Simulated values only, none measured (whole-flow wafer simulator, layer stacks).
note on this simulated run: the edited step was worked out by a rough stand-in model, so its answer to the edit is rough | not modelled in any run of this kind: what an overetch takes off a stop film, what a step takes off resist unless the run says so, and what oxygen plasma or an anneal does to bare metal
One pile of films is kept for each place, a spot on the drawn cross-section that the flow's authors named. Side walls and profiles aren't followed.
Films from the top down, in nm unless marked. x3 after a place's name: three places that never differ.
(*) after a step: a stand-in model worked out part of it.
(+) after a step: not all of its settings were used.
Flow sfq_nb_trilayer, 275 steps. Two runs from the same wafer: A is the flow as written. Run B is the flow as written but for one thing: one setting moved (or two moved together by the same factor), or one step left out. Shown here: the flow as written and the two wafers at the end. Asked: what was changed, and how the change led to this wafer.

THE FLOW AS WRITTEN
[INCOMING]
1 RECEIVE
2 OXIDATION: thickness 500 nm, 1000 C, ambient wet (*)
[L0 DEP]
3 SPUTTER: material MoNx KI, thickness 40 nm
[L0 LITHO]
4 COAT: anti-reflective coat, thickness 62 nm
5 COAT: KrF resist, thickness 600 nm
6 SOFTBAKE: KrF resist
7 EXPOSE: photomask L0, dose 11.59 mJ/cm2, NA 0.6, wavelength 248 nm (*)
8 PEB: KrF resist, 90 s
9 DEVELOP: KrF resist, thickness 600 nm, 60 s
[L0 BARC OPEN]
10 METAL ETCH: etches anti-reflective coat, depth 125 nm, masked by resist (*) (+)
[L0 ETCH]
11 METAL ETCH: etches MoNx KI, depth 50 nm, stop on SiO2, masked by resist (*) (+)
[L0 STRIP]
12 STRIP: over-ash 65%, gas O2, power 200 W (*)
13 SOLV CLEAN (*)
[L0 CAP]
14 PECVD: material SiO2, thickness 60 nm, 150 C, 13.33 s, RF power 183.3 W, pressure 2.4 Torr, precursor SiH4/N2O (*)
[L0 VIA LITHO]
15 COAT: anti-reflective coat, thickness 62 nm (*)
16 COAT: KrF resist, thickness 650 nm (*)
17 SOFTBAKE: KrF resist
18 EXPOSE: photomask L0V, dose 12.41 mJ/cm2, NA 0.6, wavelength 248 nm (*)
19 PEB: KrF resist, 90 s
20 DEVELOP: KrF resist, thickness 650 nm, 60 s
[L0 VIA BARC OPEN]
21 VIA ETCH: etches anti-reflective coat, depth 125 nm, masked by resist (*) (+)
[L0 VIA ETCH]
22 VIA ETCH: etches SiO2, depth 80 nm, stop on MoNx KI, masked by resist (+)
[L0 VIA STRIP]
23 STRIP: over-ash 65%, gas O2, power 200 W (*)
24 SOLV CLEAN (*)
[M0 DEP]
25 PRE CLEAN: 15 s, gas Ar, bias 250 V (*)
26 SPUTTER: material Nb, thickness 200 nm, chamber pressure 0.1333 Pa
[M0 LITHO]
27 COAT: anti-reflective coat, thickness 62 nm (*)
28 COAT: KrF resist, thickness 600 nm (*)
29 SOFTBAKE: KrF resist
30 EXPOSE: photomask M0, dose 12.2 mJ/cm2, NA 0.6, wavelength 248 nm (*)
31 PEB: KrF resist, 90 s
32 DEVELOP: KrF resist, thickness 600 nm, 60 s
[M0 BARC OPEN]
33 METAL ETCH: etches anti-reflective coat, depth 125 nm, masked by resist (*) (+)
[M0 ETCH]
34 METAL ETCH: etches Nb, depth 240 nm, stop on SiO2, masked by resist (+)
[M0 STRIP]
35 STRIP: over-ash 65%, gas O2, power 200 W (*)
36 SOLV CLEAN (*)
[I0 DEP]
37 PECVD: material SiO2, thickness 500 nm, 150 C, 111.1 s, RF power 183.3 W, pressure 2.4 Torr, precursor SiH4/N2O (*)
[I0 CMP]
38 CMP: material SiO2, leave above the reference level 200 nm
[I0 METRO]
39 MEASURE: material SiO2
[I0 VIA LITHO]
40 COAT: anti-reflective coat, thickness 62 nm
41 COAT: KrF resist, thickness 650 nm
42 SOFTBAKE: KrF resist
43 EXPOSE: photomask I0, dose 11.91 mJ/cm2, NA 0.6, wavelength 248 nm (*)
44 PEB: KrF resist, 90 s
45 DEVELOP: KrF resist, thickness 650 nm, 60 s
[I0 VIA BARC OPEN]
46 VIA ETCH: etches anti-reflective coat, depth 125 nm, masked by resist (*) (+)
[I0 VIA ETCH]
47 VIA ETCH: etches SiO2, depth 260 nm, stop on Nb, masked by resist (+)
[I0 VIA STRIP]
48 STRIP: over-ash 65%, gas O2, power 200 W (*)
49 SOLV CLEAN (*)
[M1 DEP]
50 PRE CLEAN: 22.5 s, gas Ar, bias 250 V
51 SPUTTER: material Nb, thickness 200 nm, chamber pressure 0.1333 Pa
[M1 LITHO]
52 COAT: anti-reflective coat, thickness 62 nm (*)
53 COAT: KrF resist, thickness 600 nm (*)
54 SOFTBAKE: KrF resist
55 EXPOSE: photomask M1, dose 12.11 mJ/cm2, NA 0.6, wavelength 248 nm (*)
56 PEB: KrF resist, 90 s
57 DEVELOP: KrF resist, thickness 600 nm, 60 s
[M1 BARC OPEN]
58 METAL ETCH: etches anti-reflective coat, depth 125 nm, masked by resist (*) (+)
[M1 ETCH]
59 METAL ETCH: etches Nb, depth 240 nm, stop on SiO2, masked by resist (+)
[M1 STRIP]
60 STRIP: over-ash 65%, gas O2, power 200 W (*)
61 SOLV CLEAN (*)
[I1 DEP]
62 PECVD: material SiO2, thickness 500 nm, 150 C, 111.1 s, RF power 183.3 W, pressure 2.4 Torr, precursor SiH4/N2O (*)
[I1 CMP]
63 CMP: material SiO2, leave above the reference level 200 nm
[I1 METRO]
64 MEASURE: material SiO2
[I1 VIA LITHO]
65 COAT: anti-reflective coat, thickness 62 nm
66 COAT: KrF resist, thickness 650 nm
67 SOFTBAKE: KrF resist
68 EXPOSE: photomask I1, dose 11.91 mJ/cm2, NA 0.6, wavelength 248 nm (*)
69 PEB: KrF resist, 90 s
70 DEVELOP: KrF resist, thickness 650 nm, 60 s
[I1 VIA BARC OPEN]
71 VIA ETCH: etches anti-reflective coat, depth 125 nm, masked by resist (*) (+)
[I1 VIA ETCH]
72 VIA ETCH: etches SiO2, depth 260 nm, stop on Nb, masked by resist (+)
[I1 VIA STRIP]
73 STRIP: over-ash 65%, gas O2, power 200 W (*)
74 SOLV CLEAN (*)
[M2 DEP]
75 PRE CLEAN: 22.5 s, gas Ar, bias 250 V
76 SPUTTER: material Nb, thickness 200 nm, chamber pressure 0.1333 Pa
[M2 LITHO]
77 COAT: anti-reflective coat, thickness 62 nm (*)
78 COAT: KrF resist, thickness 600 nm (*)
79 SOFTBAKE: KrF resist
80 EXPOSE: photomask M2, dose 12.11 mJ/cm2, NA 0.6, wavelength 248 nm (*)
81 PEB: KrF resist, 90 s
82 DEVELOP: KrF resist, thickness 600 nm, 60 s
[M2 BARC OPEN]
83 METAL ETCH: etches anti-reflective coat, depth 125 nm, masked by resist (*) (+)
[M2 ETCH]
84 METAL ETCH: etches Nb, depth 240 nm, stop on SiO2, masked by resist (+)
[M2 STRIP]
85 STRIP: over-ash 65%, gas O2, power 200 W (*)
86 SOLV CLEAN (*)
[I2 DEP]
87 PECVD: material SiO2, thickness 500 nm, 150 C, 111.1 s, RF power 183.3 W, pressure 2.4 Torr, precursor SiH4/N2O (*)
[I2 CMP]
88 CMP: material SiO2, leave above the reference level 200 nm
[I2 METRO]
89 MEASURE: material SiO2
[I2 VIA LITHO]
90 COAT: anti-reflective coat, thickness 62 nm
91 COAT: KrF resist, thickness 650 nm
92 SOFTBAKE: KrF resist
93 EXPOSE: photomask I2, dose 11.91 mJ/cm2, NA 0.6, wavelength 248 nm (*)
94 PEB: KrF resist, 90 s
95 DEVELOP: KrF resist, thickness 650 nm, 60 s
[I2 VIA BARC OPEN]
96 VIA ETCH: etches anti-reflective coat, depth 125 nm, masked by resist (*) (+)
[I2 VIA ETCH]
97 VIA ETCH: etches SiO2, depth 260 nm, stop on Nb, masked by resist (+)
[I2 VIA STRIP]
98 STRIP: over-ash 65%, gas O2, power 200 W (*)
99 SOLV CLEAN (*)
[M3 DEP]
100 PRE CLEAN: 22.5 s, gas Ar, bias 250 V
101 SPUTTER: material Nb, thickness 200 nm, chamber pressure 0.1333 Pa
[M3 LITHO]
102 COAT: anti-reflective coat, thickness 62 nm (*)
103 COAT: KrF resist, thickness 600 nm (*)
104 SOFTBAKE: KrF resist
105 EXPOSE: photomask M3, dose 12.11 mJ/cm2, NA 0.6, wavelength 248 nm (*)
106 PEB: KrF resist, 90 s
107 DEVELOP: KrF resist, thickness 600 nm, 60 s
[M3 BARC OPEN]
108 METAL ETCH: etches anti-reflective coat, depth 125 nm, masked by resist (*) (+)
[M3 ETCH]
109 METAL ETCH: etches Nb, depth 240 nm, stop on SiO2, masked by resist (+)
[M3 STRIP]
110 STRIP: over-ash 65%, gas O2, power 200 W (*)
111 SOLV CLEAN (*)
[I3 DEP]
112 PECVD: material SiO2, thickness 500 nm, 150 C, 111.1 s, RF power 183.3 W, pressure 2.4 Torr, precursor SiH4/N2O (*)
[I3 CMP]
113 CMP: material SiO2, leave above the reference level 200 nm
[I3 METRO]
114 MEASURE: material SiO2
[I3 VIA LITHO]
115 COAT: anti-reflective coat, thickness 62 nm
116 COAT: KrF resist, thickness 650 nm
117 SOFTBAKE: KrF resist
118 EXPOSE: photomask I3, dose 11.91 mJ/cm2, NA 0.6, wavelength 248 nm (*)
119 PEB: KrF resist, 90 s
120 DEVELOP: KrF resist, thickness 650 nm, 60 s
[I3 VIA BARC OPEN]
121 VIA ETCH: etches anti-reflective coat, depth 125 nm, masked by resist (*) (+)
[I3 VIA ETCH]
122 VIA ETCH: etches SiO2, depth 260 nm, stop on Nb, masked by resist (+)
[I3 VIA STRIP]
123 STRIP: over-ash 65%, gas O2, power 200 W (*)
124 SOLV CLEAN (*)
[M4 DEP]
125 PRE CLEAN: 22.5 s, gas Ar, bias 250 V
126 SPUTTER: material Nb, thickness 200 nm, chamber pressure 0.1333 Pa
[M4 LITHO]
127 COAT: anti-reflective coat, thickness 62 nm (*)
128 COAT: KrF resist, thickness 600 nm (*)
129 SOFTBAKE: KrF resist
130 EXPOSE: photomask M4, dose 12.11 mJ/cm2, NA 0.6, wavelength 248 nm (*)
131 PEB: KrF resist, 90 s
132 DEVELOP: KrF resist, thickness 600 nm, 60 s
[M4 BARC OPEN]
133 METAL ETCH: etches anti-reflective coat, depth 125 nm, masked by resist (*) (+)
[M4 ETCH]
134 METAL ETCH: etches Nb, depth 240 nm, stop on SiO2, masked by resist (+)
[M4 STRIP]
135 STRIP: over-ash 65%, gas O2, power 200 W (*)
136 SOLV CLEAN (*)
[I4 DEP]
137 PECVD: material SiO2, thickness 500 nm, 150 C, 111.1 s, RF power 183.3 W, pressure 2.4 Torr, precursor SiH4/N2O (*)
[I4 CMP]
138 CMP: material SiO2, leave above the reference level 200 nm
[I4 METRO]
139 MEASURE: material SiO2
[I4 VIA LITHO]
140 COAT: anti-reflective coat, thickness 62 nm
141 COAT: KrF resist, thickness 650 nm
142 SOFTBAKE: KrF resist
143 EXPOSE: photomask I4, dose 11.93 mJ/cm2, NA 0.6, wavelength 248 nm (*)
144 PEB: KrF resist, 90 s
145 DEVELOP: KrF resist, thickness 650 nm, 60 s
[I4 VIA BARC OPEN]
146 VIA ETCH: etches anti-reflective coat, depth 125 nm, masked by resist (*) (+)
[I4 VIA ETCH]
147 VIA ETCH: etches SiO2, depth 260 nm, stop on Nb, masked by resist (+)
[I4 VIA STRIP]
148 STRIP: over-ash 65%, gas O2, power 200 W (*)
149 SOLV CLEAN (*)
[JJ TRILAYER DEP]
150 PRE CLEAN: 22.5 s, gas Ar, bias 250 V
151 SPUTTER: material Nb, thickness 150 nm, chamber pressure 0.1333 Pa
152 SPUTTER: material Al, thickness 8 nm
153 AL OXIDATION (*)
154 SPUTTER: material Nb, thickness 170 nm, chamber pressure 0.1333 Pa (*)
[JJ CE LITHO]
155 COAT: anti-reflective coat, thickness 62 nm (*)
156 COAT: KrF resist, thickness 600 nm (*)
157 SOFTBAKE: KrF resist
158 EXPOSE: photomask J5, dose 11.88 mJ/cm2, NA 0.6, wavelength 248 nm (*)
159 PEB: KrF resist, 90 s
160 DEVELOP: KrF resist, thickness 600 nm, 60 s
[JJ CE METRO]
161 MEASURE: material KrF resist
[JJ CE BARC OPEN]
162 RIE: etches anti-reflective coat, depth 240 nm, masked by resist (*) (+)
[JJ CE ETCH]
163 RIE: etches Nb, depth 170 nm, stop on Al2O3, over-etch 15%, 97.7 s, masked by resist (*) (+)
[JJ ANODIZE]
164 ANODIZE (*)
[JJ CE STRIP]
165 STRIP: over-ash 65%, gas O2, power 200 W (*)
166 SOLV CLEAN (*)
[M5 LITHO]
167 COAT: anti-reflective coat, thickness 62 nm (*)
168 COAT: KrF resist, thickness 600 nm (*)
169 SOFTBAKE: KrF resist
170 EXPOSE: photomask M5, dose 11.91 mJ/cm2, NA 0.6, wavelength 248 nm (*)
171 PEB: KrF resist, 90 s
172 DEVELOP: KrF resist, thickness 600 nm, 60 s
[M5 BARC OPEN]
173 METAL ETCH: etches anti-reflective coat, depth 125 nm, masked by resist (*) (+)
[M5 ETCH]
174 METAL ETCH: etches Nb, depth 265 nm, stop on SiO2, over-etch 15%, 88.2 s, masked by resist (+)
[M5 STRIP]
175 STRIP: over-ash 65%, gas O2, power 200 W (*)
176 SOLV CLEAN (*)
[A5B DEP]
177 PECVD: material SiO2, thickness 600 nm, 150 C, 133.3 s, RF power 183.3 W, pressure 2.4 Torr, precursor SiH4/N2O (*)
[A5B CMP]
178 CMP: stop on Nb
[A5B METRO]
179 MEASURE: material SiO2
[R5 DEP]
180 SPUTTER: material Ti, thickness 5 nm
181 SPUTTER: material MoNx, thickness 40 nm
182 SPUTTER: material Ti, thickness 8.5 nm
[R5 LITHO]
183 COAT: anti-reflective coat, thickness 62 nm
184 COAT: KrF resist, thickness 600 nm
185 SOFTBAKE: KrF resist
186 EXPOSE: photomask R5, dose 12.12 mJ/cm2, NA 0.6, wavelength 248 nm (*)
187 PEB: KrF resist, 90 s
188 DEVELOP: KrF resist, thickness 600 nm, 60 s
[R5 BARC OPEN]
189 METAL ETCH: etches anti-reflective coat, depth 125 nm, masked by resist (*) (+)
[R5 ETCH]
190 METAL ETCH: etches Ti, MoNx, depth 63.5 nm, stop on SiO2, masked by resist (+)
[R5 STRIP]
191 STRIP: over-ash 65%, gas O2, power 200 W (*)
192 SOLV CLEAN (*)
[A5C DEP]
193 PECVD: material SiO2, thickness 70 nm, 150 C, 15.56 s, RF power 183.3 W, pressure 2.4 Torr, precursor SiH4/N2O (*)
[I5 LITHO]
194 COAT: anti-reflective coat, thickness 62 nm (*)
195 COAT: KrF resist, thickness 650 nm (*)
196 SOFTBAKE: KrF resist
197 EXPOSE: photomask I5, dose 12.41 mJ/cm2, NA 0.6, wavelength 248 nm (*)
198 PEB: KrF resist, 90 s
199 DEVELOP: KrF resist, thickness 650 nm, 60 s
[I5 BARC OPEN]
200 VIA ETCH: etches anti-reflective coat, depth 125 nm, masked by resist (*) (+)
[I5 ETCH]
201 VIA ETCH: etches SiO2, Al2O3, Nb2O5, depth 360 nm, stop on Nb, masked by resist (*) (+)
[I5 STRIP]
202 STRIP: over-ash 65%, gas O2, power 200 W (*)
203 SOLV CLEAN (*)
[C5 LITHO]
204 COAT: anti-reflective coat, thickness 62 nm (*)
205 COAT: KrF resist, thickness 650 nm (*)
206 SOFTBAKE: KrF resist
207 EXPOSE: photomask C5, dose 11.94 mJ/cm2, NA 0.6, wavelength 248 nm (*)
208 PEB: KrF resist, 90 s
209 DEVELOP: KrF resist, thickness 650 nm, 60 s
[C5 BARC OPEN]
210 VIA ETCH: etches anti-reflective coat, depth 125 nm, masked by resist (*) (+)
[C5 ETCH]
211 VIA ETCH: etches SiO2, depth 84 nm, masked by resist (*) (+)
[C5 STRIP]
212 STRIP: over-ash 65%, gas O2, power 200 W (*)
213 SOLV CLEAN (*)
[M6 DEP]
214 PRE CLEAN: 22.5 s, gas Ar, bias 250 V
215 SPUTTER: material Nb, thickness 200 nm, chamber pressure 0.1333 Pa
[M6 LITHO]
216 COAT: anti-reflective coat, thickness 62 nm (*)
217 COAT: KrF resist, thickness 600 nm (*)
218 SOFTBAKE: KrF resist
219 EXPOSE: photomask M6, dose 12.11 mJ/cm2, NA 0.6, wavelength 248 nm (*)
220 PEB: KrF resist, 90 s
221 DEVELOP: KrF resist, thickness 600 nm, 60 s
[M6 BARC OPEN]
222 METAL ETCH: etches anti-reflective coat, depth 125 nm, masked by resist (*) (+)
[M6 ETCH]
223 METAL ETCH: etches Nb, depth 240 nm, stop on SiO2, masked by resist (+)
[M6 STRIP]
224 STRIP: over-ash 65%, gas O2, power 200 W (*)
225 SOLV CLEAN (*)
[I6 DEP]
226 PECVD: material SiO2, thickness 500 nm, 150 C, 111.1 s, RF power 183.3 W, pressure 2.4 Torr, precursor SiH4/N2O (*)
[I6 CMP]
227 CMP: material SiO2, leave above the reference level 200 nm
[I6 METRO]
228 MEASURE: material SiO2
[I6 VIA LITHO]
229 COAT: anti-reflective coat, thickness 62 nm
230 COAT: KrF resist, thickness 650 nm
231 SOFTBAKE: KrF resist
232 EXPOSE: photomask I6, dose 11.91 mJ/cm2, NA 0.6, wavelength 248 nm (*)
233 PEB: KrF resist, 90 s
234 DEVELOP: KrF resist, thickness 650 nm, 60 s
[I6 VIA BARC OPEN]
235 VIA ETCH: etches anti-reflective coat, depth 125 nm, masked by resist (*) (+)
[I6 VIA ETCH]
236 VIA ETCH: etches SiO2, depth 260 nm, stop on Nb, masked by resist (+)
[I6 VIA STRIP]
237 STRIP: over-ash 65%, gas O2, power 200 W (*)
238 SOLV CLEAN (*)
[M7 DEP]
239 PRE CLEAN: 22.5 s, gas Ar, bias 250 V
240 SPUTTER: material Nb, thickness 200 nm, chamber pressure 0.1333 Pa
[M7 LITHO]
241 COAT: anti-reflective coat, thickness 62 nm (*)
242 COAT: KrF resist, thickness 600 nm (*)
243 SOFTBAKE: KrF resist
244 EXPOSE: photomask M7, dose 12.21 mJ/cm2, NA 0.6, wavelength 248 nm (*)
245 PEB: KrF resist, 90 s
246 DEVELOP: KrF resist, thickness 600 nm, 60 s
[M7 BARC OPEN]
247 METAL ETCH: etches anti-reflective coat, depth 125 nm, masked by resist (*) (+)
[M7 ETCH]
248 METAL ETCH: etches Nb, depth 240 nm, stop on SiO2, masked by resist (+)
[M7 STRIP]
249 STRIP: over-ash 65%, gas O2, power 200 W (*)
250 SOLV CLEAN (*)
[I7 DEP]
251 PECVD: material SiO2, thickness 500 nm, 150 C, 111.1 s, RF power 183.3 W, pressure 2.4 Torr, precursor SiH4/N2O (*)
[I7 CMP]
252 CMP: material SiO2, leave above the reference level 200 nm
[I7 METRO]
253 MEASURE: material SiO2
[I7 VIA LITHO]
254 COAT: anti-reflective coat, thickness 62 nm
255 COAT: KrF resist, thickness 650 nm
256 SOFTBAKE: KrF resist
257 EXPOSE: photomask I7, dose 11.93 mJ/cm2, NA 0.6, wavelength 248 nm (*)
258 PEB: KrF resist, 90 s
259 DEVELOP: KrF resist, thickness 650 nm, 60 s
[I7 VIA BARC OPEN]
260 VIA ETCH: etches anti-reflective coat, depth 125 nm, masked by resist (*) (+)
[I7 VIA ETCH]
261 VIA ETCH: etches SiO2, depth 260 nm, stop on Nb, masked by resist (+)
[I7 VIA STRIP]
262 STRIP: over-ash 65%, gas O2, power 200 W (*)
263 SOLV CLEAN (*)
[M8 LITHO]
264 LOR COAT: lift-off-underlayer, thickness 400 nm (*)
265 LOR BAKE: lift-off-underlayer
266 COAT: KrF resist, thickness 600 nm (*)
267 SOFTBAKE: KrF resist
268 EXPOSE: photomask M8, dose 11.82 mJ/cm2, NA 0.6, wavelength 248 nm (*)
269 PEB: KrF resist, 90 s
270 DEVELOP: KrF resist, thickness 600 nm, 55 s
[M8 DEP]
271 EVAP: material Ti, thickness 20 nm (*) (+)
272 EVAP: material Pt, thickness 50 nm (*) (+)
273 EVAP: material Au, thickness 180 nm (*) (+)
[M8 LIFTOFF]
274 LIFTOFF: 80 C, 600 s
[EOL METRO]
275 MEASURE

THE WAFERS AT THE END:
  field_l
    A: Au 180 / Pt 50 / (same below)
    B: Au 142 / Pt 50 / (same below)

The cause: step 273, EVAP: thickness 142 nm was run, where the flow has thickness 180 nm.
It can be read off the wafer: field_l has Au 142, and step 273 as written asks for 180 nm.

How the change led to this, step by step:
  273 EVAP: material Au, thickness 180 nm (*) (+)
      field_l, v_sur, via_wl and 103 more: A Au +180 (new film) | B Au +142 (new film)
  274 LIFTOFF: 80 C, 600 s
      p4_fl, p4_fm, p4_w1 and 71 more: A Au -180 (all of it), Pt -50 (all of it), Ti -20 (all of it), KrF resist -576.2 (all of it), lift-off-underlayer -400 (all of it) | B Au -142 (all of it), Pt -50 (all of it), Ti -20 (all of it), KrF resist -576.2 (all of it), lift-off-underlayer -400 (all of it)
      c5j, ce_r: A Au -180 (all of it), Pt -50 (all of it), Ti -20 (all of it), KrF resist -573.3 (all of it), lift-off-underlayer -399.3 (all of it) | B Au -142 (all of it), Pt -50 (all of it), Ti -20 (all of it), KrF resist -573.3 (all of it), lift-off-underlayer -399.3 (all of it)
      (and at 19 more places)
